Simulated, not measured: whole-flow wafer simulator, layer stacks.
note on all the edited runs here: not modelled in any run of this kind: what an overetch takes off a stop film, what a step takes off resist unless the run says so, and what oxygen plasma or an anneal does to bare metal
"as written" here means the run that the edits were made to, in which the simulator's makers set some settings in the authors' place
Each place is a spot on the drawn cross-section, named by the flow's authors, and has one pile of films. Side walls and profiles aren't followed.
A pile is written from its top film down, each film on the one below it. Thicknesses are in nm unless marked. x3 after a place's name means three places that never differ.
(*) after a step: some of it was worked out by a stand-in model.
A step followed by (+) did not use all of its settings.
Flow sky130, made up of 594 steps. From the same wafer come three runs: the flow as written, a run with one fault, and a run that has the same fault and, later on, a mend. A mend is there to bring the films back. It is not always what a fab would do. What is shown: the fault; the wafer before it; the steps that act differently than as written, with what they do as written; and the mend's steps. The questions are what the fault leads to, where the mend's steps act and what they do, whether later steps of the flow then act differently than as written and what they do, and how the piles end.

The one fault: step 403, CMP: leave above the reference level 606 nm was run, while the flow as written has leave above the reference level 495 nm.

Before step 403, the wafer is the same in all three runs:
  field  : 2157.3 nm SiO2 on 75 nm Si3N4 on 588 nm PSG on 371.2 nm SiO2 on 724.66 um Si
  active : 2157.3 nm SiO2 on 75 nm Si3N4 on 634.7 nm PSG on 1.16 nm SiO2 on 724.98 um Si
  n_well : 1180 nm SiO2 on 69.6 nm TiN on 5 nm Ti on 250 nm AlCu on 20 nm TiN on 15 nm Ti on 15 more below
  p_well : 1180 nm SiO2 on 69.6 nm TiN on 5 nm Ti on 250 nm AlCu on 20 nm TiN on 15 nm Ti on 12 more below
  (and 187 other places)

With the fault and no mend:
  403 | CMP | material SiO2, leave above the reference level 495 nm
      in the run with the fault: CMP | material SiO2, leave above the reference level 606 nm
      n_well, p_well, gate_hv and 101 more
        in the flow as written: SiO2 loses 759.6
        in the run with the fault: SiO2 loses 648.6
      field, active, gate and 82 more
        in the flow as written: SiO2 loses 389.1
        in the run with the fault: SiO2 loses 278.1
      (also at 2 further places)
  Later steps of the flow acting differently than as written (1 more step, not shown, differs only slightly: by at most 2% or 0.5 nm, whichever is larger):
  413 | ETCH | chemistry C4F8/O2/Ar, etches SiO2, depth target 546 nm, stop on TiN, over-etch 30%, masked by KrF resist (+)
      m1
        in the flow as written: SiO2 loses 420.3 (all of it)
        in the run with the fault: SiO2 loses 531.3 (all of it)
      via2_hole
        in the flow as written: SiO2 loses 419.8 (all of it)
        in the run with the fault: SiO2 loses 530.8 (all of it)
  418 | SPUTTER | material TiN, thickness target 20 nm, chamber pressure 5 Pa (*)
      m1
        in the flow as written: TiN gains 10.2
        in the run with the fault: TiN gains 8.81
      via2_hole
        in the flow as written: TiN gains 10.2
        in the run with the fault: TiN gains 8.8
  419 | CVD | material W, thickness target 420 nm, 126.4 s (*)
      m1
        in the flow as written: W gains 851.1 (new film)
        in the run with the fault: W gains 963.5 (new film)
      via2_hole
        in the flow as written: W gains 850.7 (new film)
        in the run with the fault: W gains 963 (new film)
  The piles end different from the flow's at field, active, n_well and 190 more by more than 2% or 0.5 nm, whichever is larger.
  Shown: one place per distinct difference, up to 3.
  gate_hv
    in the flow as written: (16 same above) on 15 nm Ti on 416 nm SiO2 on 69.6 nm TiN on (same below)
    in the run with the fault: (16 same above) on 15 nm Ti on 527 nm SiO2 on 69.6 nm TiN on (same below)
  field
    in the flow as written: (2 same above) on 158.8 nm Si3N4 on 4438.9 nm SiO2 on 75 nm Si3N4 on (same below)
    in the run with the fault: (2 same above) on 158.8 nm Si3N4 on 4549.9 nm SiO2 on 75 nm Si3N4 on (same below)
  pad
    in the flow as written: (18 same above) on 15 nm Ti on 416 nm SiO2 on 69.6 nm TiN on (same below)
    in the run with the fault: (18 same above) on 15 nm Ti on 527 nm SiO2 on 69.6 nm TiN on (same below)

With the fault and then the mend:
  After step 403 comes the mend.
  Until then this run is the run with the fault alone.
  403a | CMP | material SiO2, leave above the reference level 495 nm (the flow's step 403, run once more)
      field, active, n_well and 188 more
        SiO2 loses 111
  Later steps of the flow that are run all act as written at every place that is followed.
  At every place that both follow, the piles at the end match the flow's.
